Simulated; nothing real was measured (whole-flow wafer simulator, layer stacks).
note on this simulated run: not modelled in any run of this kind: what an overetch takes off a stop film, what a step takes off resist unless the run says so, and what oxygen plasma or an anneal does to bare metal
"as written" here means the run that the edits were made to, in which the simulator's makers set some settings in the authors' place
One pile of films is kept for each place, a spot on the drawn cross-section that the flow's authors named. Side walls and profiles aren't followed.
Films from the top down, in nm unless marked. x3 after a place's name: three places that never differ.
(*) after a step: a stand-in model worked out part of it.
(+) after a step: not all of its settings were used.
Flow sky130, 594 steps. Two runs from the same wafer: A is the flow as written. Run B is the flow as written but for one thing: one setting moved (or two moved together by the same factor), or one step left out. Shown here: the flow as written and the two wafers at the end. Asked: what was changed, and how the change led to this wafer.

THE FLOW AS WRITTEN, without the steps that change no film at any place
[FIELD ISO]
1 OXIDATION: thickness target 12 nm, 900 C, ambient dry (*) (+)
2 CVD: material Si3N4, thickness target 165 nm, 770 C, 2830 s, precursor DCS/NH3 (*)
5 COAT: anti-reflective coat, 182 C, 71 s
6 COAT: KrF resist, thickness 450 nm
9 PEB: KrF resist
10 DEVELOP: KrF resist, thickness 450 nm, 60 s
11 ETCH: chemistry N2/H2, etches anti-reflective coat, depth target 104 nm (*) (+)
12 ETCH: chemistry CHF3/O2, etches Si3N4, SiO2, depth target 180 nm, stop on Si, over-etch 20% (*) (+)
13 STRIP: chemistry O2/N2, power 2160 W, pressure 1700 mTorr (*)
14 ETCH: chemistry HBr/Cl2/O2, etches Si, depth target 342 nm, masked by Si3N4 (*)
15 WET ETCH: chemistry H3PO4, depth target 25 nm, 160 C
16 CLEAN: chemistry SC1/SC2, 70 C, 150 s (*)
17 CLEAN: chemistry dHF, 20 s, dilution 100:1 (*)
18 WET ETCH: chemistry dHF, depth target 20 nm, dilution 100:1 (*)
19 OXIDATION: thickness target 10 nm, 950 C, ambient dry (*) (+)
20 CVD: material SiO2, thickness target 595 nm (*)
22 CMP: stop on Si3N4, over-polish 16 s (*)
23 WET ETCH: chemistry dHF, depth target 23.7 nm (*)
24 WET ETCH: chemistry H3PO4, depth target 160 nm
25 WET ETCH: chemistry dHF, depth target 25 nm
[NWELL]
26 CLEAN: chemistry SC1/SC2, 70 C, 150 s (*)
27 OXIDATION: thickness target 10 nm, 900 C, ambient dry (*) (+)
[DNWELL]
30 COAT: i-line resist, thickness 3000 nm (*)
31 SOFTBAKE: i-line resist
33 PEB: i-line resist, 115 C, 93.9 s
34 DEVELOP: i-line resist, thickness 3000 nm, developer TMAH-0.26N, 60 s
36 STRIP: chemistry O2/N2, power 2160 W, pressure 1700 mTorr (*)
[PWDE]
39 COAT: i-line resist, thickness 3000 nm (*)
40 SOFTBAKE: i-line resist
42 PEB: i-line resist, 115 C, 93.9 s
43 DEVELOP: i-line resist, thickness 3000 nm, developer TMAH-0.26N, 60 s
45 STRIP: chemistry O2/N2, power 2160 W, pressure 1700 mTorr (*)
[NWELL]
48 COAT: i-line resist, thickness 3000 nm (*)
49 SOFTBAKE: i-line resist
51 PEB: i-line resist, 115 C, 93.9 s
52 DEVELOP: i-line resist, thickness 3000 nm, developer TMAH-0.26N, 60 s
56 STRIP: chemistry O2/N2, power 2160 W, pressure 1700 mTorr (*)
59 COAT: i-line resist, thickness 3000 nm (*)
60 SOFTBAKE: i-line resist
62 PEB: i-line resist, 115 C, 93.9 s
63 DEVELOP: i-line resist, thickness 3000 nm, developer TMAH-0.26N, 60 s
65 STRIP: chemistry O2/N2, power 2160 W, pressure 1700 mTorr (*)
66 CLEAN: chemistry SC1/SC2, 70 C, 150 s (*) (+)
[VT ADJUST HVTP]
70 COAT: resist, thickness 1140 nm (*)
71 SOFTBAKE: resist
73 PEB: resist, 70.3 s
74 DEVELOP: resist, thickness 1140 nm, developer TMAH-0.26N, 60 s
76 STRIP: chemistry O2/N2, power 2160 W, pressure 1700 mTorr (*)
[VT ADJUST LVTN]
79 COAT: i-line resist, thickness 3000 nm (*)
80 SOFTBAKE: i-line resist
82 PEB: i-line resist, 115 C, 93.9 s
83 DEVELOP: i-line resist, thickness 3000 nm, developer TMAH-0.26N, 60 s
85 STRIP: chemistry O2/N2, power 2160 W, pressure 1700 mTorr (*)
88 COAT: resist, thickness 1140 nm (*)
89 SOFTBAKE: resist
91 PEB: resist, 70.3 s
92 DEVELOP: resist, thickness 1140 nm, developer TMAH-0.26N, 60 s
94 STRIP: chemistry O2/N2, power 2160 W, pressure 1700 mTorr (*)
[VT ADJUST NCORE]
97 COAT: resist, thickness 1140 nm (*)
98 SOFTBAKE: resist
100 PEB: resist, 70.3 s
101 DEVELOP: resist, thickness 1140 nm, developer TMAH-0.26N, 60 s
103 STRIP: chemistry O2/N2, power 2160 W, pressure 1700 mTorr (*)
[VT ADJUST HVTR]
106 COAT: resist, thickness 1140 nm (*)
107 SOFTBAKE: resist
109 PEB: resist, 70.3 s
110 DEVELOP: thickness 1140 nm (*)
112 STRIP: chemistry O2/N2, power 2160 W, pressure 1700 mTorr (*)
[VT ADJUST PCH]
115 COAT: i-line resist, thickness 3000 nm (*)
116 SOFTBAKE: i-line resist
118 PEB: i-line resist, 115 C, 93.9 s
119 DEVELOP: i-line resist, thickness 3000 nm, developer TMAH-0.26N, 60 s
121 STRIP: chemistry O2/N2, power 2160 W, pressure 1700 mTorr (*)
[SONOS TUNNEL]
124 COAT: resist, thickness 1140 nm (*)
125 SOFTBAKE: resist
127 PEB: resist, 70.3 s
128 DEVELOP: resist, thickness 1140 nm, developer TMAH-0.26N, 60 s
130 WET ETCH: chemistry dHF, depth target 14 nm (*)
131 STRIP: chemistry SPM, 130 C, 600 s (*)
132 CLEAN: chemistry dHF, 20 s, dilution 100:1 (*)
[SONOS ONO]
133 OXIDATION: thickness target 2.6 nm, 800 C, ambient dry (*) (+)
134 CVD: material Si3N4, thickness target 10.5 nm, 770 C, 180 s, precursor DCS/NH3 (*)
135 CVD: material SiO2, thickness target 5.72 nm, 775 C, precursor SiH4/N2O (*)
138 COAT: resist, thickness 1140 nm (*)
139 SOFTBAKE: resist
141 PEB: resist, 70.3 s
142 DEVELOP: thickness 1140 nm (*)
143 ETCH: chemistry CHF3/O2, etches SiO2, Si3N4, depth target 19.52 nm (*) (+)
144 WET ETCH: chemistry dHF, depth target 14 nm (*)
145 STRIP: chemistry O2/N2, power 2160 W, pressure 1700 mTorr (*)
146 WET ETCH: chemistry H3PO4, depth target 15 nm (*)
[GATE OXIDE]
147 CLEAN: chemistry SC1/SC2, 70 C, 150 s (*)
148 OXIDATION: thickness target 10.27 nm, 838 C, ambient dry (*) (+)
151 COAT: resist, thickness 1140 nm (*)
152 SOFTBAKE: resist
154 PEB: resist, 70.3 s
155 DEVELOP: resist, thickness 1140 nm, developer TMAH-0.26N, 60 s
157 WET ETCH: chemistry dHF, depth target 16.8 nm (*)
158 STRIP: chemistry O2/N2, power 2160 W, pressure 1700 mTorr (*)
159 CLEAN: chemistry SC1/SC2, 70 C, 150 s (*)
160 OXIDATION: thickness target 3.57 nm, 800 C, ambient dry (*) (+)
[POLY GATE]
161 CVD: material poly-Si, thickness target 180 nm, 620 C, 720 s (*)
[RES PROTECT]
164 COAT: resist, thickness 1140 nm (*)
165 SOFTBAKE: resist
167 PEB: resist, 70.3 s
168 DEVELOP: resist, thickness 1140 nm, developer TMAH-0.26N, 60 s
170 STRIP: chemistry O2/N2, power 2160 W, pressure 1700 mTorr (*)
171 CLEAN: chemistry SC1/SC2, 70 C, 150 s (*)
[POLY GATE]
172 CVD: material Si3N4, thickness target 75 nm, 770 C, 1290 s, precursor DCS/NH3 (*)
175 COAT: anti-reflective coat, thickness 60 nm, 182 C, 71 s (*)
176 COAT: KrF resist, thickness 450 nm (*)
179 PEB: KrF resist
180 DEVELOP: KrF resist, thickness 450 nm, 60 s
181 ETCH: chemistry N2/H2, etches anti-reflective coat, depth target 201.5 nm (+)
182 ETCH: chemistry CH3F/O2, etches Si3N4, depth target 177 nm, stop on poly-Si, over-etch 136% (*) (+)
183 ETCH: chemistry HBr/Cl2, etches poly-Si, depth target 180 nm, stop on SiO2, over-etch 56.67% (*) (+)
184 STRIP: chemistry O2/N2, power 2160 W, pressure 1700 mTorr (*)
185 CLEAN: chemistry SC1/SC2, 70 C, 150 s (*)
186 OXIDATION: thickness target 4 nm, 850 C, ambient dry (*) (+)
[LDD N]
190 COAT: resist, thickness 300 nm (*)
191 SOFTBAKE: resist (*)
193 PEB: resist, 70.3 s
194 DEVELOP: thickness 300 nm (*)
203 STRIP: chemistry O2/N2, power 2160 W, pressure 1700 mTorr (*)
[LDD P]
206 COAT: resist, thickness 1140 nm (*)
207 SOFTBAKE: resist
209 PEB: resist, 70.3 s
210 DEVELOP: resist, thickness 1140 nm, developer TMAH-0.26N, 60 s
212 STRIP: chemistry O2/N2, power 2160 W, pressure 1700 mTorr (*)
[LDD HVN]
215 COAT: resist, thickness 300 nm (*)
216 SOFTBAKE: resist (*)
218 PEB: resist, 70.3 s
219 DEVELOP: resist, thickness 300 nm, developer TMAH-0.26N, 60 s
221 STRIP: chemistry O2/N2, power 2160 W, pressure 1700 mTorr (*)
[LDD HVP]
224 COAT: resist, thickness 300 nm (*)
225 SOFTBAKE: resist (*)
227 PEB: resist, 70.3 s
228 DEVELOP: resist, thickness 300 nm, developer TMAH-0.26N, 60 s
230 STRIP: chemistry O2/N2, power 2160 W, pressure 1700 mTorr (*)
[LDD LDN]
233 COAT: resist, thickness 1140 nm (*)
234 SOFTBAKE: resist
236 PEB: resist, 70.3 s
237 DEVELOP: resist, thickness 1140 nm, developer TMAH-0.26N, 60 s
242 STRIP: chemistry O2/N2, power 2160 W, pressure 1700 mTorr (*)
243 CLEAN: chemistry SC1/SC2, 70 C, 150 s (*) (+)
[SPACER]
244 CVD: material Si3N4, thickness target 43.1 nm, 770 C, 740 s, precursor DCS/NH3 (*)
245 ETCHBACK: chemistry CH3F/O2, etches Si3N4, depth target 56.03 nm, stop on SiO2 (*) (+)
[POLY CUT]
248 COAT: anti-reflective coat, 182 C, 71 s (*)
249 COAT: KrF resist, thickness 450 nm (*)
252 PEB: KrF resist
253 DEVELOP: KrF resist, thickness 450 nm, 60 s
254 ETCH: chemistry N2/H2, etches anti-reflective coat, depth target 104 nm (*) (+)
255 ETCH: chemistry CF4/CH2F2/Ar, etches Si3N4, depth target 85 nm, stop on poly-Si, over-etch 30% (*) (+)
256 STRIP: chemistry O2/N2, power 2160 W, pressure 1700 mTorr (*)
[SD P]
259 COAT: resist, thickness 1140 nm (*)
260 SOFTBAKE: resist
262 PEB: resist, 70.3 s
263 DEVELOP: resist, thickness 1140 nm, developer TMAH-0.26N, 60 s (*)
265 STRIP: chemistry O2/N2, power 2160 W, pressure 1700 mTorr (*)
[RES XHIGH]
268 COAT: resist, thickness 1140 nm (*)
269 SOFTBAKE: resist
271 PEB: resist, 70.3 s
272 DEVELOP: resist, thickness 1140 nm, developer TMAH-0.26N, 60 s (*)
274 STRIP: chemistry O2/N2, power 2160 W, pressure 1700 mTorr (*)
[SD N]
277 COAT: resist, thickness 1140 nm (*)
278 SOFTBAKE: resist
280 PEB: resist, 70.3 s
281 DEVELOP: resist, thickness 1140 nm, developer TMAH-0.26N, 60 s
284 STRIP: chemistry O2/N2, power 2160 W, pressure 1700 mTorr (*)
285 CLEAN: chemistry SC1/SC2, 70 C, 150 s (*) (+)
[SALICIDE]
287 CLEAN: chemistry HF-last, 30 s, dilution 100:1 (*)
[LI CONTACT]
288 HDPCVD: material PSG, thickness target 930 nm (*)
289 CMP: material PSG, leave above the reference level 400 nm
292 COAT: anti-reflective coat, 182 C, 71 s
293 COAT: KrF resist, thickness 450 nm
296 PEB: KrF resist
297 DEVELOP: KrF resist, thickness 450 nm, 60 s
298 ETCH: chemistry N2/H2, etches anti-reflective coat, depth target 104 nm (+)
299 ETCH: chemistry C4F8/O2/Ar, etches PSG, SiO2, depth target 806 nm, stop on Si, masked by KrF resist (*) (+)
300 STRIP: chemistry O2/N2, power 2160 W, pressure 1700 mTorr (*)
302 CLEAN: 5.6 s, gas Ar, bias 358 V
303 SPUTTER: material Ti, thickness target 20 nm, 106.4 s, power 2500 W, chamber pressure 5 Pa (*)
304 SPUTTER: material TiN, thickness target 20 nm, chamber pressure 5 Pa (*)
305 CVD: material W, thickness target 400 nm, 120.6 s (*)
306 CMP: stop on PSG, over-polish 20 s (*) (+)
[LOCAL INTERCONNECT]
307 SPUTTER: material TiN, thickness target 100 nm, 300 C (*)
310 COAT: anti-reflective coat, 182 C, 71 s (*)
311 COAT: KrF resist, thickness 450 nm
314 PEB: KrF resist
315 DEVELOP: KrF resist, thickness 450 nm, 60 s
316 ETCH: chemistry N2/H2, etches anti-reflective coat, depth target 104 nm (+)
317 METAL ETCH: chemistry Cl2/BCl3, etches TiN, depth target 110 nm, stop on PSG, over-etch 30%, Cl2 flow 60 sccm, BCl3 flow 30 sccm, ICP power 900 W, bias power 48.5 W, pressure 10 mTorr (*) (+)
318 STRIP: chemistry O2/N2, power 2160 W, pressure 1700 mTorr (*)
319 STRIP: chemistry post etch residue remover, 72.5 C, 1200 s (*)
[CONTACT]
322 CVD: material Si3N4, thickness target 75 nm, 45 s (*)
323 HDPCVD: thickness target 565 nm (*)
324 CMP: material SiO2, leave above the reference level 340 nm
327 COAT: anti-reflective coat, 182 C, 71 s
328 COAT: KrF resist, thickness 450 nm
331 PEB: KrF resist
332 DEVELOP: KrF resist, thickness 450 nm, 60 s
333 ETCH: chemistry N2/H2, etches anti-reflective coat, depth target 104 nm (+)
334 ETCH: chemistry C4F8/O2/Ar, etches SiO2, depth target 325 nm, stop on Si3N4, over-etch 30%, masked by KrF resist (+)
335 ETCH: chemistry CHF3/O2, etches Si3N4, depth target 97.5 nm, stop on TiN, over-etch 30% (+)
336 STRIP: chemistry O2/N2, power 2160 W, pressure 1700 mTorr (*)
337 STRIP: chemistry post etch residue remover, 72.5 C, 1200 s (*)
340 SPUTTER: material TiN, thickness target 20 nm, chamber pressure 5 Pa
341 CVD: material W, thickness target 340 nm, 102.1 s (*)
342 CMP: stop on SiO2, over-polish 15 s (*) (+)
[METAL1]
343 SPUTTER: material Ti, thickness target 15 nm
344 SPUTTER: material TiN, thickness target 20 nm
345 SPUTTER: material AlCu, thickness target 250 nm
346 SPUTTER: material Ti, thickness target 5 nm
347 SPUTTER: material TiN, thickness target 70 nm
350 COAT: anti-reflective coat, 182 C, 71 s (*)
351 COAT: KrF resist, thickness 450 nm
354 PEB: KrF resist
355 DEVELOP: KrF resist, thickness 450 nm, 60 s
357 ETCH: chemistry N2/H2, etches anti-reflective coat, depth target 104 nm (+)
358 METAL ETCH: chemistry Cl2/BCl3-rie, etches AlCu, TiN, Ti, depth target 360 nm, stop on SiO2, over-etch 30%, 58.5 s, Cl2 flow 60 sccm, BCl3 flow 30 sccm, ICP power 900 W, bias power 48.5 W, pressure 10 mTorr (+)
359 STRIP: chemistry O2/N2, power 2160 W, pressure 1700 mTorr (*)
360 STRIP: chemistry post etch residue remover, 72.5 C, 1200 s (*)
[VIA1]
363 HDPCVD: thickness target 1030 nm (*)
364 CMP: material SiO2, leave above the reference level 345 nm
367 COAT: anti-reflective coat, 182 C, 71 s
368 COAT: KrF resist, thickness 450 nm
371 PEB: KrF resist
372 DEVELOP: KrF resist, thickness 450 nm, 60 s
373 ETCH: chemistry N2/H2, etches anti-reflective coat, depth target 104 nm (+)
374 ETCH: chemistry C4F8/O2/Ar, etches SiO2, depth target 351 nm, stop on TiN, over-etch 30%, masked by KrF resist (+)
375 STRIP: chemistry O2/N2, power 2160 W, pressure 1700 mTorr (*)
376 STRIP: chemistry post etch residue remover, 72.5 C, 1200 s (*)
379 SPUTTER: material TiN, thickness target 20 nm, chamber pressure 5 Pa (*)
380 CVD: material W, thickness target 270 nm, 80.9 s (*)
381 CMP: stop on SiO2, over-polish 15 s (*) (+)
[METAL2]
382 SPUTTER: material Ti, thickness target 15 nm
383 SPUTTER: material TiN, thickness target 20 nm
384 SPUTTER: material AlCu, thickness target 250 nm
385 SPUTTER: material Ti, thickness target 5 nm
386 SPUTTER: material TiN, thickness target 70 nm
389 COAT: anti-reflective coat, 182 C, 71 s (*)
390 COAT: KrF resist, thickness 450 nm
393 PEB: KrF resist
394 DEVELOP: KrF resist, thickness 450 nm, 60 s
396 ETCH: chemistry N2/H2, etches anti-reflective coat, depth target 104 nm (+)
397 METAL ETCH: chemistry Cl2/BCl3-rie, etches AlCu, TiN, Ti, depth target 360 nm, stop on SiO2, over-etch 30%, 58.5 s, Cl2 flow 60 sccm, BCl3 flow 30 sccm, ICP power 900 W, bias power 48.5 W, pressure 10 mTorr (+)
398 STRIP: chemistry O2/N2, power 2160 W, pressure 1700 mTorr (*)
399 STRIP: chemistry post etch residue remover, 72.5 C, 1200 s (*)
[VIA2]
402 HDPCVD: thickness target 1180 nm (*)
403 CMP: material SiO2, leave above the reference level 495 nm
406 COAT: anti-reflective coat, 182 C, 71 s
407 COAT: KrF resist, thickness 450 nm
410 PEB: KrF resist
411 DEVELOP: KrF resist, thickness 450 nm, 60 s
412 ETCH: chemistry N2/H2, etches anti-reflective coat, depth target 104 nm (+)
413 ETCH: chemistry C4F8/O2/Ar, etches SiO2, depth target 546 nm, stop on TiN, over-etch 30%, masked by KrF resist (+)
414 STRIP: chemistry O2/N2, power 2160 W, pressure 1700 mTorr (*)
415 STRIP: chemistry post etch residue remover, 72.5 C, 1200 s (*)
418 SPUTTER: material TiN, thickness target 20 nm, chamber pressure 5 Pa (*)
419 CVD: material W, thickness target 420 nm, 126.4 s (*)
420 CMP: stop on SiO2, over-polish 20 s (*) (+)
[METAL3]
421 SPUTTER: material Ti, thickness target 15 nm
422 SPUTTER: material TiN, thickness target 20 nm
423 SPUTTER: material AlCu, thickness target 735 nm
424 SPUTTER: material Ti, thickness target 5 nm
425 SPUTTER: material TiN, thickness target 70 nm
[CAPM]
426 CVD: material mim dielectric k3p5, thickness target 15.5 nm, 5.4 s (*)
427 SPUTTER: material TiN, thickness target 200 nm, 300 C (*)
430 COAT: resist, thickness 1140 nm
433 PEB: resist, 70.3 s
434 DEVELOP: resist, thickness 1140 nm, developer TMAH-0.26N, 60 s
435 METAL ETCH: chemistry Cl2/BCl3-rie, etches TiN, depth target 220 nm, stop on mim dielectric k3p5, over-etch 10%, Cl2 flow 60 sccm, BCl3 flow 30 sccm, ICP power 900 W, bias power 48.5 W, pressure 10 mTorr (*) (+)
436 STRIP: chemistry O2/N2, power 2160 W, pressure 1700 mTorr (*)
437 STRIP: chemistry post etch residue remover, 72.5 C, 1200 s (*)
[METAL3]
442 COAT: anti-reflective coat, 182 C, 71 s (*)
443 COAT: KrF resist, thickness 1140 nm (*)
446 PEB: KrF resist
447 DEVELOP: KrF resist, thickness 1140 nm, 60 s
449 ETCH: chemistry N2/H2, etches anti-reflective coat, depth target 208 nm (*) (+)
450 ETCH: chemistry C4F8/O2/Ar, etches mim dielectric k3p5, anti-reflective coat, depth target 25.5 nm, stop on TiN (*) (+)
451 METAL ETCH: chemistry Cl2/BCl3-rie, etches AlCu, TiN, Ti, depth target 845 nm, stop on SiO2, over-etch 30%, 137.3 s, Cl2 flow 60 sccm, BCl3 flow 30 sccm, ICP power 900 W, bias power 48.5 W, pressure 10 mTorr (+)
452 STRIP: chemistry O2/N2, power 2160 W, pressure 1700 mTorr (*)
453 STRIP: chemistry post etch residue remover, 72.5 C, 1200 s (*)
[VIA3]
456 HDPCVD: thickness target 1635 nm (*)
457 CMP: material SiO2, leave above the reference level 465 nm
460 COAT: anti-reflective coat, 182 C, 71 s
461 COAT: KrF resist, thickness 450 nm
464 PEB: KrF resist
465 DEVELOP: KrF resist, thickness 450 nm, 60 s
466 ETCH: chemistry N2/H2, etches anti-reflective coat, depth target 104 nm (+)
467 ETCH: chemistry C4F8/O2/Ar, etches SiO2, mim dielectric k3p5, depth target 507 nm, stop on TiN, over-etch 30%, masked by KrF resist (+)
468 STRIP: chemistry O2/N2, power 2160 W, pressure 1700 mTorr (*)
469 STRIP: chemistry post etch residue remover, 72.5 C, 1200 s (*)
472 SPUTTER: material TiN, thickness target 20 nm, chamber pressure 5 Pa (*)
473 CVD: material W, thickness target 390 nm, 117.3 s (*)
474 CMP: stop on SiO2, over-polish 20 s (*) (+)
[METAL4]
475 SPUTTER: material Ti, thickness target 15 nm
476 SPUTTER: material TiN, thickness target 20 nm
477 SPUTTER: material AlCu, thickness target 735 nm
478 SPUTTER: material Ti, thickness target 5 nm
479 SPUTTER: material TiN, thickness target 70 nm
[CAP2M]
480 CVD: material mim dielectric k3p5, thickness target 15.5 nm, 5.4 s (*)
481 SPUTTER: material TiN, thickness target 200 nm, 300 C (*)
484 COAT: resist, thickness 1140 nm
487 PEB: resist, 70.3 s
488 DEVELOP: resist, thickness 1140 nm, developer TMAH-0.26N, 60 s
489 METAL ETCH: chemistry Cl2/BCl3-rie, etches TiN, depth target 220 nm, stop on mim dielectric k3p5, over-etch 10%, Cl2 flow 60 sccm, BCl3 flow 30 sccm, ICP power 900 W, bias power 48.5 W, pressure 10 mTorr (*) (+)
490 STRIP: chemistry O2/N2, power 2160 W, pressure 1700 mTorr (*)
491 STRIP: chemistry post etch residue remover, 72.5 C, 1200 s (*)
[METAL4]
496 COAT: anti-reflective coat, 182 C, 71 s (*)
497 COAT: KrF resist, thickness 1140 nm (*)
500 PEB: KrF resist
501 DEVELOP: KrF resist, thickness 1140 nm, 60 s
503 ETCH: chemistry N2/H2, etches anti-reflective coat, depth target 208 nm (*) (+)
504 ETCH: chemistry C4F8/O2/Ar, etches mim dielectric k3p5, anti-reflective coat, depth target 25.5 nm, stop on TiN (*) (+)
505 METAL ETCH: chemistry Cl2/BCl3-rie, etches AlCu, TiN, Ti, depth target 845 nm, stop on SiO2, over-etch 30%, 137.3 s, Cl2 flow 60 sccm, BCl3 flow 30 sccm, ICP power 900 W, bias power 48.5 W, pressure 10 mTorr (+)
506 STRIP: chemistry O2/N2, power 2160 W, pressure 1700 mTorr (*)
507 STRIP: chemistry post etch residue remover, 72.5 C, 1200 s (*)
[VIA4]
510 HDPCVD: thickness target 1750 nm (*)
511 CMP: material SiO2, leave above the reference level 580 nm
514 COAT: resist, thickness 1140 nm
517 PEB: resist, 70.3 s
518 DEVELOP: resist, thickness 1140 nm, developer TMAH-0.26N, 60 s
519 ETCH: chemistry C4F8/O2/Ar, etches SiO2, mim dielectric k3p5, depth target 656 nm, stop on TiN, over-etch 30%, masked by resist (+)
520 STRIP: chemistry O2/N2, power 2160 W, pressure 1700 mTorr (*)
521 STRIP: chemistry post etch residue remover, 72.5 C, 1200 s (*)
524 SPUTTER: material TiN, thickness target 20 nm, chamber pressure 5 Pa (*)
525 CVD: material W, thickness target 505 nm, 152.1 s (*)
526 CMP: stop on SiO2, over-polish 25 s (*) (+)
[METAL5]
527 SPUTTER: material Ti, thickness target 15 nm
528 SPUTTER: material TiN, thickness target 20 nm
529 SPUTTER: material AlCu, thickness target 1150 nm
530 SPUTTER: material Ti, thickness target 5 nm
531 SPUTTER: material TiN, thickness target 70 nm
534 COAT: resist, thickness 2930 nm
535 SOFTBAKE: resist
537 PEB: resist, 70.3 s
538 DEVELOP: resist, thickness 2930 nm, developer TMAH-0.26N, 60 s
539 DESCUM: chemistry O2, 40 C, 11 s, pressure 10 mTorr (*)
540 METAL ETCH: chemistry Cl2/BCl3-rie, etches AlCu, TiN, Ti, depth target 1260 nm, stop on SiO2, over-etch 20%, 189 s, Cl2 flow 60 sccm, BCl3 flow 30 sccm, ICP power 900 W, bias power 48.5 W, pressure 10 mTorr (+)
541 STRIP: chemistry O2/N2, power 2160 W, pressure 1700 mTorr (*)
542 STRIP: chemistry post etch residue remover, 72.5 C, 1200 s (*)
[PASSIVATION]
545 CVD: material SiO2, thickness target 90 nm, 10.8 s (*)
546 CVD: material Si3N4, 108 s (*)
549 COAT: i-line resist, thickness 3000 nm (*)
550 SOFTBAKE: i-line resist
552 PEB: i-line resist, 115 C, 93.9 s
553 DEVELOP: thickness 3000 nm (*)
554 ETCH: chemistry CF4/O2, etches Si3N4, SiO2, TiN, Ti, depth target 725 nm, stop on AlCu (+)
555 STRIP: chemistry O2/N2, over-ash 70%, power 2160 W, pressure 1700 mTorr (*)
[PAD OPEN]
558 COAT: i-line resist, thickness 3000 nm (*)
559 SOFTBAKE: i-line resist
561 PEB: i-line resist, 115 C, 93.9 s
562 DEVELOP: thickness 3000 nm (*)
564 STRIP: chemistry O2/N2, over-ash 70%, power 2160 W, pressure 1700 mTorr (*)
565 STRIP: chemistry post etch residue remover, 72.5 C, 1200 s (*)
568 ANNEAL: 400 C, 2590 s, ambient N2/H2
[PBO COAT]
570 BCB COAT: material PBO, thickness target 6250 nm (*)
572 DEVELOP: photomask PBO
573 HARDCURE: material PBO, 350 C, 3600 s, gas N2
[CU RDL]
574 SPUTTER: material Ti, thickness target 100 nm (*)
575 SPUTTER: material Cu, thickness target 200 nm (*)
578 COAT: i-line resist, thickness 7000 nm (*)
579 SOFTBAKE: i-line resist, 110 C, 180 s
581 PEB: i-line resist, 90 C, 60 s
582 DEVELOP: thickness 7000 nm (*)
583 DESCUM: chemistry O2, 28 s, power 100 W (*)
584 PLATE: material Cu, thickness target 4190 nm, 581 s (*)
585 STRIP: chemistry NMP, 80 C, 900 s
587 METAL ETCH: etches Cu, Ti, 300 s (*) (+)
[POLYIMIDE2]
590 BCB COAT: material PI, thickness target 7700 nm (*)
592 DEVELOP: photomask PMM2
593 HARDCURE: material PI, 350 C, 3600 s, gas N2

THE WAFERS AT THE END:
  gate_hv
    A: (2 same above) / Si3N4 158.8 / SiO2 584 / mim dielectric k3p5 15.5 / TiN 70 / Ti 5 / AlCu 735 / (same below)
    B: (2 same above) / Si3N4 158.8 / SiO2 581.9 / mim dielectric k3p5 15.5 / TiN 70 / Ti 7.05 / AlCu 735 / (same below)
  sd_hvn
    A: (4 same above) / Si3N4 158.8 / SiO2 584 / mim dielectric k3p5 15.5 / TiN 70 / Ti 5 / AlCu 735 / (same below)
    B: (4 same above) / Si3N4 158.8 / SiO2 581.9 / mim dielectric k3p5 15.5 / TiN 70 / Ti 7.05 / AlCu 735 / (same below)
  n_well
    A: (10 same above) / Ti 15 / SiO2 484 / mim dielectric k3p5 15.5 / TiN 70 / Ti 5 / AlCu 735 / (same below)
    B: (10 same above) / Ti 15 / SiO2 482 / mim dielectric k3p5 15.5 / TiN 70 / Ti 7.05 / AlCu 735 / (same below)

The cause: step 478, SPUTTER: thickness target 7.05 nm was run, where the flow has thickness target 5 nm.
It can be read off the wafer: gate_hv has Ti 7.05, and step 478 as written asks for 5 nm.

How the change led to this, step by step:
  478 SPUTTER: material Ti, thickness target 5 nm
      field, active, n_well and 189 more: A Ti +5 (new film) | B Ti +7.05 (new film)
  505 METAL ETCH: chemistry Cl2/BCl3-rie, etches AlCu, TiN, Ti, depth target 845 nm, stop on SiO2, over-etch 30%, 137.3 s, Cl2 flow 60 sccm, BCl3 flow 30 sccm, ICP power 900 W, bias power 48.5 W, pressure 10 mTorr (+)
      field, gate, spacer and 68 more: A TiN -70 (all of it), Ti -5 (all of it), AlCu -735 (all of it), TiN -20 (all of it), Ti -15 (all of it), SiO2 -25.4 | B TiN -70 (all of it), Ti -7.05 (all of it), AlCu -735 (all of it), TiN -20 (all of it), Ti -15 (all of it), SiO2 -25.1
      active, vpp_iso1, mim_edge_plate and 14 more: A TiN -70 (all of it), Ti -5 (all of it), AlCu -735 (all of it), TiN -20 (all of it), Ti -15 (all of it), SiO2 -25.3 | B TiN -70 (all of it), Ti -7.05 (all of it), AlCu -735 (all of it), TiN -20 (all of it), Ti -15 (all of it), SiO2 -25.1
